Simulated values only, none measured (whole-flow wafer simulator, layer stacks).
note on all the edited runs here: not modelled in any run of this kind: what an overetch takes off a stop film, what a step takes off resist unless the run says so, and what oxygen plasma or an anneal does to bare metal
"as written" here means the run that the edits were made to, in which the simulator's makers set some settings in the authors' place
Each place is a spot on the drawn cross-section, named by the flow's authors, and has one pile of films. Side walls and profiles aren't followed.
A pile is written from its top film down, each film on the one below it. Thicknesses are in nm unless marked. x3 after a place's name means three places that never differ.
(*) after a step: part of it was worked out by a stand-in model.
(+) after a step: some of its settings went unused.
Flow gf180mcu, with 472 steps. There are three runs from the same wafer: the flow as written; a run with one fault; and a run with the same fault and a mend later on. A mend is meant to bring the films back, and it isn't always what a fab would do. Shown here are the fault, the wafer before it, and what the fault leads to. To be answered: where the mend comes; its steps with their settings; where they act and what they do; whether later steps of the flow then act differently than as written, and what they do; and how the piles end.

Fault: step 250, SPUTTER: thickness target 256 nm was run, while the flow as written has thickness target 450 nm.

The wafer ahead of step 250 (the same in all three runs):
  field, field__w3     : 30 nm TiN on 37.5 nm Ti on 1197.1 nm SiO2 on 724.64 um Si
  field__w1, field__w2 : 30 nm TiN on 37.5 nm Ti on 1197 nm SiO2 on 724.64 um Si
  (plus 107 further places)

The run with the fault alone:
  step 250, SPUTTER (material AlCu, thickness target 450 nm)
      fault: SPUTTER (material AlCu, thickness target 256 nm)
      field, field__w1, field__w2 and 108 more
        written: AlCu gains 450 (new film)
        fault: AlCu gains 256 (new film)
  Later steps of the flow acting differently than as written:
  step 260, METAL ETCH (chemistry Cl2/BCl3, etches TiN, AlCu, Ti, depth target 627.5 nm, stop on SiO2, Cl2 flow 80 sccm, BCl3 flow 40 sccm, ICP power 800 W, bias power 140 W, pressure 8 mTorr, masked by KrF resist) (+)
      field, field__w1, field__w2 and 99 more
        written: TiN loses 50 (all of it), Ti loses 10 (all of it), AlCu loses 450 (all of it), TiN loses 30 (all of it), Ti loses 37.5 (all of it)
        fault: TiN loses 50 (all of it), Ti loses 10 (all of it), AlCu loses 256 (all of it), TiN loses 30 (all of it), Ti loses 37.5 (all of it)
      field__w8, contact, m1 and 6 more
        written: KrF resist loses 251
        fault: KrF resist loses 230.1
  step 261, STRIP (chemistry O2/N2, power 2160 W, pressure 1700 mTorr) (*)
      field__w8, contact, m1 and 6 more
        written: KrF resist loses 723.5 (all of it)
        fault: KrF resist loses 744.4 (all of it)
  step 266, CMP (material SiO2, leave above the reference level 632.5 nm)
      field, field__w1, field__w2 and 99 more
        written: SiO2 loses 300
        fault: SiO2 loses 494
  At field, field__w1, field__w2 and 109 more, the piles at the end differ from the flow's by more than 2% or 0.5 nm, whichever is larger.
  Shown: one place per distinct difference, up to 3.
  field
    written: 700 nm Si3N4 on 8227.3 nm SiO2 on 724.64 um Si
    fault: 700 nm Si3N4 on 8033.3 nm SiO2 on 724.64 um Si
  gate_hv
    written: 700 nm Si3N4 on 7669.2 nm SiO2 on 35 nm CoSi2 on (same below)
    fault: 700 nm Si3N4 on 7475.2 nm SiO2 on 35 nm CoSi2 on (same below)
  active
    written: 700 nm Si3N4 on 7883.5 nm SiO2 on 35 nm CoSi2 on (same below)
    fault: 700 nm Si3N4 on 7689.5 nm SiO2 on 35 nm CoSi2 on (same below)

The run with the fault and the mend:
  After step 250 comes the mend.
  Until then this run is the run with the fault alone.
  step 250a, SPUTTER (material AlCu, thickness target 194 nm) (the flow's step 250 again, with other settings)
      field, field__w1, field__w2 and 108 more
        AlCu gains 194
  None of the later steps of the flow acts differently than as written at any place that is followed.
  At every place that both follow, the piles at the end match the flow's.
